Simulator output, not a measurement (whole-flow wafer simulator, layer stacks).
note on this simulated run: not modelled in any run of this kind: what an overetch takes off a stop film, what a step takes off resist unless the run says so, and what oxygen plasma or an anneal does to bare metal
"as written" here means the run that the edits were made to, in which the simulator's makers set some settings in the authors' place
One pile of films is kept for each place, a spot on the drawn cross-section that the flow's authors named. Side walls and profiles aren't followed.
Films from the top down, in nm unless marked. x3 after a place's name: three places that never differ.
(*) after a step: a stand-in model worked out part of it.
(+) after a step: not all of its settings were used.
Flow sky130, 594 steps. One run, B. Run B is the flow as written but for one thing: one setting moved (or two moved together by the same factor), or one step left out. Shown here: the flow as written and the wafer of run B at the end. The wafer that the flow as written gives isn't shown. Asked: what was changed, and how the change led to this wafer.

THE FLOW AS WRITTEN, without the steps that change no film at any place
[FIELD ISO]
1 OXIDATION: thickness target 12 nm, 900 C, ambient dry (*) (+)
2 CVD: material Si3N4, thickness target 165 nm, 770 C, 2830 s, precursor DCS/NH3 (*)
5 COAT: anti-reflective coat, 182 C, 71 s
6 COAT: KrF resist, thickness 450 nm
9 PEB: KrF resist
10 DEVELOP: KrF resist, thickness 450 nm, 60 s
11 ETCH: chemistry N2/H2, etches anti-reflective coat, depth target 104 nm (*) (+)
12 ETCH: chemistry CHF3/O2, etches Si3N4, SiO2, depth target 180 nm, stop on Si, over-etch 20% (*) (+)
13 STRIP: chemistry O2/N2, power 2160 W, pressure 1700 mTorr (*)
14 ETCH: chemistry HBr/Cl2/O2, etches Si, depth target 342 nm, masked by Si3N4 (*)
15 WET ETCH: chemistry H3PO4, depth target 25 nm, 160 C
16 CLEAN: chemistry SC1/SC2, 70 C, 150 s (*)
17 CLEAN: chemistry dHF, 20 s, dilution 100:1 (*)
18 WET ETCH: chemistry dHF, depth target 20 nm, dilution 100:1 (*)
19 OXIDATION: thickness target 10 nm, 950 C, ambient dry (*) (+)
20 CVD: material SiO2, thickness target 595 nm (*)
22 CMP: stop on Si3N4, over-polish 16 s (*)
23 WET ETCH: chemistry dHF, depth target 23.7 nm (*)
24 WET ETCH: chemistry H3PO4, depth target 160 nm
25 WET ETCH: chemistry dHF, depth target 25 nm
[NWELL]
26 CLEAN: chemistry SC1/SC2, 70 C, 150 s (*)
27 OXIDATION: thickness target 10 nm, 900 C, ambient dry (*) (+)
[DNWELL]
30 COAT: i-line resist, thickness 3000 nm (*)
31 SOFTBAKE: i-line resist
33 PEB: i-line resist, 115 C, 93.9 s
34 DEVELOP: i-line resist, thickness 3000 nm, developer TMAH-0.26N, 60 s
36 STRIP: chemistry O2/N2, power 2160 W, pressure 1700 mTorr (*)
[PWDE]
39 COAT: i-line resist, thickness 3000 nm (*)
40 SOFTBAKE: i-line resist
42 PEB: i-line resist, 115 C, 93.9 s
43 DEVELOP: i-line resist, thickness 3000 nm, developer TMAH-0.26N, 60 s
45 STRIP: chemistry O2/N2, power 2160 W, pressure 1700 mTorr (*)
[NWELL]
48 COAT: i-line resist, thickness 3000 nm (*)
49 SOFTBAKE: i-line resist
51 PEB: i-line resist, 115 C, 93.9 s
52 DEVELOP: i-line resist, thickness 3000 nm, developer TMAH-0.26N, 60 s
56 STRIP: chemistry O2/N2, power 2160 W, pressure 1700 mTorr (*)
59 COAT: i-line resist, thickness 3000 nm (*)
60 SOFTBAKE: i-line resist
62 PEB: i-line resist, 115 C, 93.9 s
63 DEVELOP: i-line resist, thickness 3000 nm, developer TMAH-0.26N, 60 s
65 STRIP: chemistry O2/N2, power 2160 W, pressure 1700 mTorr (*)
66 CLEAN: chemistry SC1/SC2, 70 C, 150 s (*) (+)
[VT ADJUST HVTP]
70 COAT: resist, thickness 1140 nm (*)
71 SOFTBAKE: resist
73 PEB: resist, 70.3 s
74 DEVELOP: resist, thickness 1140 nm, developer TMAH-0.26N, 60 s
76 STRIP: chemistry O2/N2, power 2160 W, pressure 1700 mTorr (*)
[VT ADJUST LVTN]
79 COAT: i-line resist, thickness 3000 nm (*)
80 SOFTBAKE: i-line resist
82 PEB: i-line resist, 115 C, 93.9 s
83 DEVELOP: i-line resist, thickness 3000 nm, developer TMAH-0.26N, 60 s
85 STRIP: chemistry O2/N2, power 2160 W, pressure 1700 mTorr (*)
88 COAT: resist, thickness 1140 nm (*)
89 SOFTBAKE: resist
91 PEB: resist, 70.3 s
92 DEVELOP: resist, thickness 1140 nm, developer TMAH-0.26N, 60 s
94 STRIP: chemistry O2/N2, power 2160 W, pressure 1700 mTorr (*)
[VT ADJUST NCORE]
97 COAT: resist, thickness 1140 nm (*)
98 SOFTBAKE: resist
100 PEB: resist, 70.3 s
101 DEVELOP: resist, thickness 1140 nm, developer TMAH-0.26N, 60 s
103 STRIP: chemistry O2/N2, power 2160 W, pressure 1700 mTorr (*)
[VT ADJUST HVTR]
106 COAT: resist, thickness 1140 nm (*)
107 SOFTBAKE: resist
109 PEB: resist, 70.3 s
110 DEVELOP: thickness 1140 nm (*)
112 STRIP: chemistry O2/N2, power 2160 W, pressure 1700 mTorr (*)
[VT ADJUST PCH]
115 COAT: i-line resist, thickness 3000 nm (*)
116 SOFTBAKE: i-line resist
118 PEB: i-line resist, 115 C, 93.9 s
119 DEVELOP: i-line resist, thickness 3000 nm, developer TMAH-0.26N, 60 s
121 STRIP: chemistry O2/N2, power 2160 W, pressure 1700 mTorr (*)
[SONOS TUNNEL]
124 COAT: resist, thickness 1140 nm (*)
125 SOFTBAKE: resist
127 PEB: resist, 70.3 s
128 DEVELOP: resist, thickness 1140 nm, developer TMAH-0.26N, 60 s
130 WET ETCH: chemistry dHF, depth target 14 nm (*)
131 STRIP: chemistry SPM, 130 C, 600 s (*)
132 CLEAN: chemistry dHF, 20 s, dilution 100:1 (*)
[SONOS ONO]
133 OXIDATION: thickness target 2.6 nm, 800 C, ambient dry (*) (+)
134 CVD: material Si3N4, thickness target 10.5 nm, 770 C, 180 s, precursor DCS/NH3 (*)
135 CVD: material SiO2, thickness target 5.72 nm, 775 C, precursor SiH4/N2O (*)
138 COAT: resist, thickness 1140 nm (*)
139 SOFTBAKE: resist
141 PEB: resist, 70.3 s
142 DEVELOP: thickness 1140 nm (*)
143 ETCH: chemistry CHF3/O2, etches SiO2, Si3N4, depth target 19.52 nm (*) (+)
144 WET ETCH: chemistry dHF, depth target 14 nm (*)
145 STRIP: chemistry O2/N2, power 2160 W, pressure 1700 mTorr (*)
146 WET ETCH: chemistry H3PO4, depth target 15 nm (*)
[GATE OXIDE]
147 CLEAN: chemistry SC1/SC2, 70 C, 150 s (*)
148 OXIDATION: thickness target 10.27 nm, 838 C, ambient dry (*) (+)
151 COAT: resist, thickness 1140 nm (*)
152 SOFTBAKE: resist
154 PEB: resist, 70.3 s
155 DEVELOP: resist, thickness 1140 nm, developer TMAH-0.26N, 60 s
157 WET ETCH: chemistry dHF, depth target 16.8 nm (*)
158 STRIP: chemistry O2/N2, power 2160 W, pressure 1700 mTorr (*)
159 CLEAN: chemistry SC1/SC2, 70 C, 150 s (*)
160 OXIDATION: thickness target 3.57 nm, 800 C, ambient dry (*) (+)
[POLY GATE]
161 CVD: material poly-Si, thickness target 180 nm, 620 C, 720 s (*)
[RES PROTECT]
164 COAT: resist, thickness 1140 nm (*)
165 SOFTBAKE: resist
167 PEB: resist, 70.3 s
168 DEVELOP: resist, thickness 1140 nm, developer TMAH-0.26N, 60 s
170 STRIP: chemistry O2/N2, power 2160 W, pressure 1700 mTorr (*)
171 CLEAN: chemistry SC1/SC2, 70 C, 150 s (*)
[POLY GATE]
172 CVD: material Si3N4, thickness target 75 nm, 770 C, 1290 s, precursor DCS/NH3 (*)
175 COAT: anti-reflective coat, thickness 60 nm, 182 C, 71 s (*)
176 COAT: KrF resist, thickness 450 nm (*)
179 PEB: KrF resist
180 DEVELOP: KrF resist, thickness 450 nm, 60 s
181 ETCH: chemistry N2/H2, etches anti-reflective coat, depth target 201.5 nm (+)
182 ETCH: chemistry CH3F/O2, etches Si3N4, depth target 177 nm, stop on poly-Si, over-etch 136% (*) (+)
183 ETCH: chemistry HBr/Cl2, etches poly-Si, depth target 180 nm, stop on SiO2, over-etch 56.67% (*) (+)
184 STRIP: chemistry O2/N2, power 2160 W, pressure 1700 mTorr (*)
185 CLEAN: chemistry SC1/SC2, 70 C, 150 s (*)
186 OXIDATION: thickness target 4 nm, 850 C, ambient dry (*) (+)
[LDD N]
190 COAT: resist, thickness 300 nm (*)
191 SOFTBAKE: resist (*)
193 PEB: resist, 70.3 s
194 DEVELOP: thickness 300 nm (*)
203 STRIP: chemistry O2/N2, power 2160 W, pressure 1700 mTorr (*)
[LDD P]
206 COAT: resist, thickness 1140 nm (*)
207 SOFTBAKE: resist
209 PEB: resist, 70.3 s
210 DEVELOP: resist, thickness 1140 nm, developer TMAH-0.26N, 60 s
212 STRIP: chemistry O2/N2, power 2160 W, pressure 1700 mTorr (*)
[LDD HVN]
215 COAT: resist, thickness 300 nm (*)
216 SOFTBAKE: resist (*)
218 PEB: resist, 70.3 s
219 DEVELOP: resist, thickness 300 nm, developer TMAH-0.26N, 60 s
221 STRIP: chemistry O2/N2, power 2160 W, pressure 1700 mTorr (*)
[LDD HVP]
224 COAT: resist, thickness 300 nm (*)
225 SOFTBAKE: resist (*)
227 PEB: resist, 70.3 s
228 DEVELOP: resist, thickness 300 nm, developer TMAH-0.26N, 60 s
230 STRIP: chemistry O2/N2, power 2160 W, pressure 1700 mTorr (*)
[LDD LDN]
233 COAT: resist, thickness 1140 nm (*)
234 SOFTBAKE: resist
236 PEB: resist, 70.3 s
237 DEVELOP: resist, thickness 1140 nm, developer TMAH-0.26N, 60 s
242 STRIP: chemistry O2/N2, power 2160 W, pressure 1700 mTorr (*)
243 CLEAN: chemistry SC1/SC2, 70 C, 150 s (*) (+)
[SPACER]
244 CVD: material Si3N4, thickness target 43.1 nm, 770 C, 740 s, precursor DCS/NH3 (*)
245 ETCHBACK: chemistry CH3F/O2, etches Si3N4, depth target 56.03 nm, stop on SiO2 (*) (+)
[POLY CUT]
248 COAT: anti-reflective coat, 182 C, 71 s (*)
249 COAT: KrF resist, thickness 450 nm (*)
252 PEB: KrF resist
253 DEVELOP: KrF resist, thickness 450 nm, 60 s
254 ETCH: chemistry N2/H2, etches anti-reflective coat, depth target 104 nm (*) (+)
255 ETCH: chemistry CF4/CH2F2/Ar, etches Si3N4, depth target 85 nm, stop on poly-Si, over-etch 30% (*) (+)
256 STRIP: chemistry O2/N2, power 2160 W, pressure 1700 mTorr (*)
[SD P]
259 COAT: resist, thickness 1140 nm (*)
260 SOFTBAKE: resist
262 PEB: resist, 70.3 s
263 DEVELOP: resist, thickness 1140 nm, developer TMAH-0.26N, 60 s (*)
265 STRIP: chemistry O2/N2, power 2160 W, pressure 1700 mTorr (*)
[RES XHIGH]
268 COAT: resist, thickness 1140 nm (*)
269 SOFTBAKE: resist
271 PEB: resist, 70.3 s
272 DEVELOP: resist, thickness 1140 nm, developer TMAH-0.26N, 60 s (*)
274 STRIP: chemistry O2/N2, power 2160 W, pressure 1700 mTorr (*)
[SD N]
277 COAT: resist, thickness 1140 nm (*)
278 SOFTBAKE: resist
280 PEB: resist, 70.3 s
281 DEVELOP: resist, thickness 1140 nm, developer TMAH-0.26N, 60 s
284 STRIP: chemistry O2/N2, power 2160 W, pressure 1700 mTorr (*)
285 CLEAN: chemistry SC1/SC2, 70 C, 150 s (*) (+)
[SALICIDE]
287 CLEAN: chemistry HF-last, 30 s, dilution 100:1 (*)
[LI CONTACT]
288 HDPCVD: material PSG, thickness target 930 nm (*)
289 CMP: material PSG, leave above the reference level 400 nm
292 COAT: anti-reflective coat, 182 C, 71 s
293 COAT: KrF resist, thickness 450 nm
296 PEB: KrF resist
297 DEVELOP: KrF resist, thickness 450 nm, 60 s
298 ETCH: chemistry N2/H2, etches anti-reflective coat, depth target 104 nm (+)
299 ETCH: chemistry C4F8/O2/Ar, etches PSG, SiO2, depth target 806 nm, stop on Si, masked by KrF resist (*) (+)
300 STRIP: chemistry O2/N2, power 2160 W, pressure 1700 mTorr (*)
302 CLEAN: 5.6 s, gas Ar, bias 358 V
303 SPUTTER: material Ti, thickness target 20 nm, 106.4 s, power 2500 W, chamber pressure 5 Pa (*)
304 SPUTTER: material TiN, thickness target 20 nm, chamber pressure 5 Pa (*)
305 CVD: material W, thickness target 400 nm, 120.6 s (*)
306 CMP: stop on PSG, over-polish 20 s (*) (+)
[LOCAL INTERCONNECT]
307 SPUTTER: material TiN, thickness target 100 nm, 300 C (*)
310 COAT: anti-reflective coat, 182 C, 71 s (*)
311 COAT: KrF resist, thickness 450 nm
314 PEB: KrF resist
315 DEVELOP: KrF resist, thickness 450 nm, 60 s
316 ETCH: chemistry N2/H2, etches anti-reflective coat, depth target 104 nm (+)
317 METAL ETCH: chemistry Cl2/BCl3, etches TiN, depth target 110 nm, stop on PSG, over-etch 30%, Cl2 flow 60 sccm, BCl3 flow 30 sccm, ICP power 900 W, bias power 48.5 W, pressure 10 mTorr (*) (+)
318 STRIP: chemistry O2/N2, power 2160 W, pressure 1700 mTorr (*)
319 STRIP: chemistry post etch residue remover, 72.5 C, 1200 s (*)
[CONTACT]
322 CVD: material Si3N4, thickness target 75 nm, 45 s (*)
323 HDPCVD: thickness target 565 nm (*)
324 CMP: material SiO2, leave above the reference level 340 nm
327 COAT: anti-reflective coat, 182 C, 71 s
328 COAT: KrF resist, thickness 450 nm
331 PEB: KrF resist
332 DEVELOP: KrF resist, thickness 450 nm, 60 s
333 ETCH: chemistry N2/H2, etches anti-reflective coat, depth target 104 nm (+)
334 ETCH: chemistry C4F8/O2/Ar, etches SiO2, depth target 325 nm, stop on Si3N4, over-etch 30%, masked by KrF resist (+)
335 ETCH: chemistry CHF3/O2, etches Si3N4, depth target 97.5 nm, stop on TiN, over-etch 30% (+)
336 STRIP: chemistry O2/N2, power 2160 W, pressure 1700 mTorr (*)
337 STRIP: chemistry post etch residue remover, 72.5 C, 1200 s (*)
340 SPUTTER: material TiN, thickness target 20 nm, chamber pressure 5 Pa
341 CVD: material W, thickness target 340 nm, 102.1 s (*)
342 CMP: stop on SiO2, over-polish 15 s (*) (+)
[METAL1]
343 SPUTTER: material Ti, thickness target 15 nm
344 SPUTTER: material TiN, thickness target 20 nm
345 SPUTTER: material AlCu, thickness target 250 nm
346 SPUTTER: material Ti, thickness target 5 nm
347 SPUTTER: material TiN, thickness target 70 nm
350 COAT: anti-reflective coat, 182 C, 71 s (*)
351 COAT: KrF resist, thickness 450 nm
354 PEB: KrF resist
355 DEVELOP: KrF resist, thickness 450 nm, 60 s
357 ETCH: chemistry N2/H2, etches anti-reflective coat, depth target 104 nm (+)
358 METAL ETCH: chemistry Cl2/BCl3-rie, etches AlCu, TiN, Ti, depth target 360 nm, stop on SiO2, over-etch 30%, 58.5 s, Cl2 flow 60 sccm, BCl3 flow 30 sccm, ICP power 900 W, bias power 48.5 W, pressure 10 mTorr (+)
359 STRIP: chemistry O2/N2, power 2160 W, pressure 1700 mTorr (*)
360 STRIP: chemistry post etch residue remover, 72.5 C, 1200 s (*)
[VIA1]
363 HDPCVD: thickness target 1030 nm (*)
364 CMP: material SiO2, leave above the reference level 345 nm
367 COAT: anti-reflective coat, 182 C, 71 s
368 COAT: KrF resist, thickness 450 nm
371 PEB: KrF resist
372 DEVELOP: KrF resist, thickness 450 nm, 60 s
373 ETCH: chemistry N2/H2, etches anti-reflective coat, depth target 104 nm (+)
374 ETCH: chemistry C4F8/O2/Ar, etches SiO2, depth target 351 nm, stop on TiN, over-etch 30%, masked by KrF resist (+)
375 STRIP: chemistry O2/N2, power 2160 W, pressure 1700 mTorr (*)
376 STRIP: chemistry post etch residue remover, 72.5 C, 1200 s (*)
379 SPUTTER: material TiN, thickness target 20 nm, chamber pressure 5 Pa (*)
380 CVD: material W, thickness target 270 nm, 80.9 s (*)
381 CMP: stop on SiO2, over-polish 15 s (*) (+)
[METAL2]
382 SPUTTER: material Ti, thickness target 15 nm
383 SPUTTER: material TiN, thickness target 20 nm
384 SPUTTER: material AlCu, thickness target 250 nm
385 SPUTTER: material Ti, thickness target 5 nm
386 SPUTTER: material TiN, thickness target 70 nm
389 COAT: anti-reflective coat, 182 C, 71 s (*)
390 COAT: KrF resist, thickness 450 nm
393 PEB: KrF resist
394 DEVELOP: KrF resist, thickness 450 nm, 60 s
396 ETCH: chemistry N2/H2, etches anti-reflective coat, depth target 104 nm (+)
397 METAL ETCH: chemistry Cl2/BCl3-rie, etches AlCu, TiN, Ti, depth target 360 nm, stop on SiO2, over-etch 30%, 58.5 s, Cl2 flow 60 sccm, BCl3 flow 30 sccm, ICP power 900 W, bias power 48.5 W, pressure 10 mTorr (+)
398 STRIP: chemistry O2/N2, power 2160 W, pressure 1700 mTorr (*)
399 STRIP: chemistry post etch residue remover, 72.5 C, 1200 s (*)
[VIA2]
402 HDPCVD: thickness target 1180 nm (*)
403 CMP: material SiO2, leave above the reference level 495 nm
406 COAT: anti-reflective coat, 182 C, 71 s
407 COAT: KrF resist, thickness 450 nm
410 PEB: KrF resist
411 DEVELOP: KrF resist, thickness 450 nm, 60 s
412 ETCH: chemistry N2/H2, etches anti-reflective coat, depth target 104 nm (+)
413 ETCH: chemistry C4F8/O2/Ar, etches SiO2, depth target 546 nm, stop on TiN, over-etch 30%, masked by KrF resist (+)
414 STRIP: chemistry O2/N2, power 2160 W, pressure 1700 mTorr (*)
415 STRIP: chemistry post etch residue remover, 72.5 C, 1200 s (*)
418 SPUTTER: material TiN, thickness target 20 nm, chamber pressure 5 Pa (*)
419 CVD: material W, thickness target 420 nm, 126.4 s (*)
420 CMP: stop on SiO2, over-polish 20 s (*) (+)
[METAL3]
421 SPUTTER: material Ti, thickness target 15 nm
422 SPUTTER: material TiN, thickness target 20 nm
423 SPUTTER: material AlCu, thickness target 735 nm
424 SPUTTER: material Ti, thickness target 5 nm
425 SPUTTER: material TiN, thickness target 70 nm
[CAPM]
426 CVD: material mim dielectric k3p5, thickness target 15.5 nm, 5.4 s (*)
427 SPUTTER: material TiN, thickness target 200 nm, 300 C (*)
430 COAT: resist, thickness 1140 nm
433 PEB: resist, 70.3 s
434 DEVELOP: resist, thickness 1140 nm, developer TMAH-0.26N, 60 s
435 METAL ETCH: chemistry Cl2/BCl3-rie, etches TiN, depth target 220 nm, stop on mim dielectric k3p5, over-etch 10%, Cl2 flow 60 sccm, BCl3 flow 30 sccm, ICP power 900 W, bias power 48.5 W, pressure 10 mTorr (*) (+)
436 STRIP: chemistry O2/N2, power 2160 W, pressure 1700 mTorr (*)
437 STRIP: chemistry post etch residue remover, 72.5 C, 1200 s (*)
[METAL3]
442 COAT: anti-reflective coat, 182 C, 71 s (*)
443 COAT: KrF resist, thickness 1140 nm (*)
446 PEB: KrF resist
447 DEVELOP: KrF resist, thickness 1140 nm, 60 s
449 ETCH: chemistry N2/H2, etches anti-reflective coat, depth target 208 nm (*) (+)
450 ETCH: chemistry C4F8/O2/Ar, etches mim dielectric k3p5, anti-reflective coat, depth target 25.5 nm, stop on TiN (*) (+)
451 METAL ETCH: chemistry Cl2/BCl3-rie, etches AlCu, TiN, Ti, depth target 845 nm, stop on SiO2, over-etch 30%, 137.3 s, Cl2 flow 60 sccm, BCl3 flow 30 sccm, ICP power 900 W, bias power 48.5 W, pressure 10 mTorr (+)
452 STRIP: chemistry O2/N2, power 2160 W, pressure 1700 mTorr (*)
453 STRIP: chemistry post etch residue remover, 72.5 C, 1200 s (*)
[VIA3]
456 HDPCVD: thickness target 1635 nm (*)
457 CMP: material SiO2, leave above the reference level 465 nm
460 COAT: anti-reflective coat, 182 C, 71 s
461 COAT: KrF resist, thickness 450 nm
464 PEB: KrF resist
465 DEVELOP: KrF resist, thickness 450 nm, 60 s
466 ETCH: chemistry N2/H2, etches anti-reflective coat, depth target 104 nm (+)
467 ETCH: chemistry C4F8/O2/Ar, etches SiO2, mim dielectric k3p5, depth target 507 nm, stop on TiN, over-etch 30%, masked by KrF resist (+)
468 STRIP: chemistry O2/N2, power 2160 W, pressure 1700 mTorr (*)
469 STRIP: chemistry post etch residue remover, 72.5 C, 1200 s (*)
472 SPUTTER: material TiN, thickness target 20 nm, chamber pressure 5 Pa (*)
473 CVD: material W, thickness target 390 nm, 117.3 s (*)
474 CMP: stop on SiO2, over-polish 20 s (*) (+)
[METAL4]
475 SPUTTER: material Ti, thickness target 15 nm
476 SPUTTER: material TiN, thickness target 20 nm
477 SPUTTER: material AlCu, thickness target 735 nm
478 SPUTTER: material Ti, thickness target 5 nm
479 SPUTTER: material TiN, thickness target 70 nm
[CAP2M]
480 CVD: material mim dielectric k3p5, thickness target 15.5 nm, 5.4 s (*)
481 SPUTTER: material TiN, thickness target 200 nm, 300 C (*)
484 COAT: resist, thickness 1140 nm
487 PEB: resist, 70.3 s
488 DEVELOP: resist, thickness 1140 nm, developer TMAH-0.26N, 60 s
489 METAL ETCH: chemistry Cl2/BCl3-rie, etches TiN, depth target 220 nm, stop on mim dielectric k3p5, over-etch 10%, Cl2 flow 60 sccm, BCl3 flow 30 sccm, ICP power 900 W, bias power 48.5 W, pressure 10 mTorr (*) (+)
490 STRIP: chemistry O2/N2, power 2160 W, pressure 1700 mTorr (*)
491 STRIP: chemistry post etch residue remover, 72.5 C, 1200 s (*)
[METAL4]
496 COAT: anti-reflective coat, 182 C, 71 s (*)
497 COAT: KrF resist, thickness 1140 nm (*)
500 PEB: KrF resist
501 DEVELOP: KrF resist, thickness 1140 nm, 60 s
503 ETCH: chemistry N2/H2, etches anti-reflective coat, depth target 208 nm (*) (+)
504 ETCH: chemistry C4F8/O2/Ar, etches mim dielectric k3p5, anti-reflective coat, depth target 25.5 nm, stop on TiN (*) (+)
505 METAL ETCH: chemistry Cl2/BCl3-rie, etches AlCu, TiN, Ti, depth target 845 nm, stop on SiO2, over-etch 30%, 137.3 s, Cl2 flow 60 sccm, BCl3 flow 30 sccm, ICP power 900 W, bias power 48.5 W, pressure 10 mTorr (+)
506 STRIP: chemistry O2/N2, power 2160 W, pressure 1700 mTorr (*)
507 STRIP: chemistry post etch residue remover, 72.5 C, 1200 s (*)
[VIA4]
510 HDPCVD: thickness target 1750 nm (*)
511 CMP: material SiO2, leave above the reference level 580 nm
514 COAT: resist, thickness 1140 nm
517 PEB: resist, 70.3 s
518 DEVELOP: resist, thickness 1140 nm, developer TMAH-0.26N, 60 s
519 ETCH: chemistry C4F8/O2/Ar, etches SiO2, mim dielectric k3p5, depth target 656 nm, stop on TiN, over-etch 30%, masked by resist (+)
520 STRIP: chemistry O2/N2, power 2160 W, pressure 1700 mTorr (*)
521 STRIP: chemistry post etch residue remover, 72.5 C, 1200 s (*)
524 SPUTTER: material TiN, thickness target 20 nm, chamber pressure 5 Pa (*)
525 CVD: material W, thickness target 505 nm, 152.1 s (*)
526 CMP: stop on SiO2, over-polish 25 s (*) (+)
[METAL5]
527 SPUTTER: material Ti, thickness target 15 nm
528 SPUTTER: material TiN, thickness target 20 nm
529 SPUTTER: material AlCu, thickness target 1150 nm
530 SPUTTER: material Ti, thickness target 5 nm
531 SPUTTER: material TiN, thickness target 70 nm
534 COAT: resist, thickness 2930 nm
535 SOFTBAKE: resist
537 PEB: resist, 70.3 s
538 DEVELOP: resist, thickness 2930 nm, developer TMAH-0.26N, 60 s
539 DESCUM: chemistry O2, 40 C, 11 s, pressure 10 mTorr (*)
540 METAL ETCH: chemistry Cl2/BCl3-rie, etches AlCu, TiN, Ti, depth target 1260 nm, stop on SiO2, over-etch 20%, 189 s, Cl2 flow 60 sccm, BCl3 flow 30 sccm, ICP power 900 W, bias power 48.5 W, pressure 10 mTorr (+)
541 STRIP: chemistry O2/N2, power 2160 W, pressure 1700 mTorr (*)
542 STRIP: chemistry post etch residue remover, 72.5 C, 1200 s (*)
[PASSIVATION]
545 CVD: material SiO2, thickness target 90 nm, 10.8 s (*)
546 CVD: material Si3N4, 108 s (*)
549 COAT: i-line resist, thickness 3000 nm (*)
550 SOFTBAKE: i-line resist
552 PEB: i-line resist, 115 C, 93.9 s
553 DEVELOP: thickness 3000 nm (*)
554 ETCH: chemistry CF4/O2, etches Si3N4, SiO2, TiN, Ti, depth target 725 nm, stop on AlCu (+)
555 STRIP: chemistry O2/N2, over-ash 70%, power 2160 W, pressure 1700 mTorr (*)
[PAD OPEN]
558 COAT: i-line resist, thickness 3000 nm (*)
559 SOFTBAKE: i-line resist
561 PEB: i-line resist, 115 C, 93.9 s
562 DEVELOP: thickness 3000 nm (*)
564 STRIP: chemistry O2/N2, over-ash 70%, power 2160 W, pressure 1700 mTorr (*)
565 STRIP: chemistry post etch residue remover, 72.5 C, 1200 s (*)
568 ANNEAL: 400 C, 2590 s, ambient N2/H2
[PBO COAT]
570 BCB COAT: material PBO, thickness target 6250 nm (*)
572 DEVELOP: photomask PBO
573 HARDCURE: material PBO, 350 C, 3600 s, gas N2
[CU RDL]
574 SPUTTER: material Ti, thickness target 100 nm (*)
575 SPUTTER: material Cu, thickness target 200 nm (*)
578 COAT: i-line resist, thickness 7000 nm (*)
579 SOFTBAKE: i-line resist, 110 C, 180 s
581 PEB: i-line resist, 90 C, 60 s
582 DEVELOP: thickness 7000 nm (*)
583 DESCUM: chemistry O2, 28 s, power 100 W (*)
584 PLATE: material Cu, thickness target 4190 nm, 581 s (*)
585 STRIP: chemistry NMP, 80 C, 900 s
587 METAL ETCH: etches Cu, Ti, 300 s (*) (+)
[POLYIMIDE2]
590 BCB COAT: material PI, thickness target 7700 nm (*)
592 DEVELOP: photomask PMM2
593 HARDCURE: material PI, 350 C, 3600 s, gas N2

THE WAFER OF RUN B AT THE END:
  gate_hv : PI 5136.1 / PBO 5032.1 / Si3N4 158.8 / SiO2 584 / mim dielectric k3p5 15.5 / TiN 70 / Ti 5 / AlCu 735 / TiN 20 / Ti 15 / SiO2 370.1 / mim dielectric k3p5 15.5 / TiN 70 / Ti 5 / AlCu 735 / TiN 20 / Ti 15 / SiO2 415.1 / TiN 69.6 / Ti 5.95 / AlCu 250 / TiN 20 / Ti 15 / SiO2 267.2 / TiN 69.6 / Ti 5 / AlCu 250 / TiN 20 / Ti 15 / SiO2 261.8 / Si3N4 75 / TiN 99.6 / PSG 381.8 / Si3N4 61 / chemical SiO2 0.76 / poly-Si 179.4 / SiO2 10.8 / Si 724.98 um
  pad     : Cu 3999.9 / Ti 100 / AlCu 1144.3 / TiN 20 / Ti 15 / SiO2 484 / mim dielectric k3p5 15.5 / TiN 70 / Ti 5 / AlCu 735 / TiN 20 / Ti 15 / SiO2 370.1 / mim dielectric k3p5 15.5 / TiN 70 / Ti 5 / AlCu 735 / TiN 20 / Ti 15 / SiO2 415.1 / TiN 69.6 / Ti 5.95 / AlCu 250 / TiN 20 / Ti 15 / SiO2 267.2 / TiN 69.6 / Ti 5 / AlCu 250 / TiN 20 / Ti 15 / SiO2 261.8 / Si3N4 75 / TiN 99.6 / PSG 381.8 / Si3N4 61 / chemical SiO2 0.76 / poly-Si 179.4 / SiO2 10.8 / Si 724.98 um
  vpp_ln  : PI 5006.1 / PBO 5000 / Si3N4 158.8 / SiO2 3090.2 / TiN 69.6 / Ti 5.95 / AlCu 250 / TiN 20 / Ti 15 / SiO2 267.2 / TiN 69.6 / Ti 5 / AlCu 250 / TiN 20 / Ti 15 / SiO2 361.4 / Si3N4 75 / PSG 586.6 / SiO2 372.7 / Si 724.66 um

The cause: step 385, SPUTTER: thickness target 5.95 nm was run, where the flow has thickness target 5 nm.
It can be read off the wafer: gate_hv has Ti 5.95, and step 385 as written asks for 5 nm.

How the change led to this, step by step:
  385 SPUTTER: material Ti, thickness target 5 nm
      field, active, n_well and 188 more: Ti +5.95 (new film) (as written it would be: Ti +5 (new film))
  397 METAL ETCH: chemistry Cl2/BCl3-rie, etches AlCu, TiN, Ti, depth target 360 nm, stop on SiO2, over-etch 30%, 58.5 s, Cl2 flow 60 sccm, BCl3 flow 30 sccm, ICP power 900 W, bias power 48.5 W, pressure 10 mTorr (+)
      field, active, gate and 82 more: TiN -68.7 (all of it), Ti -5.95 (all of it), AlCu -250 (all of it), TiN -20 (all of it), Ti -15 (all of it), SiO2 -10.8 (as written it would be: TiN -68.7 (all of it), Ti -5 (all of it), AlCu -250 (all of it), TiN -20 (all of it), Ti -15 (all of it), SiO2 -10.9)
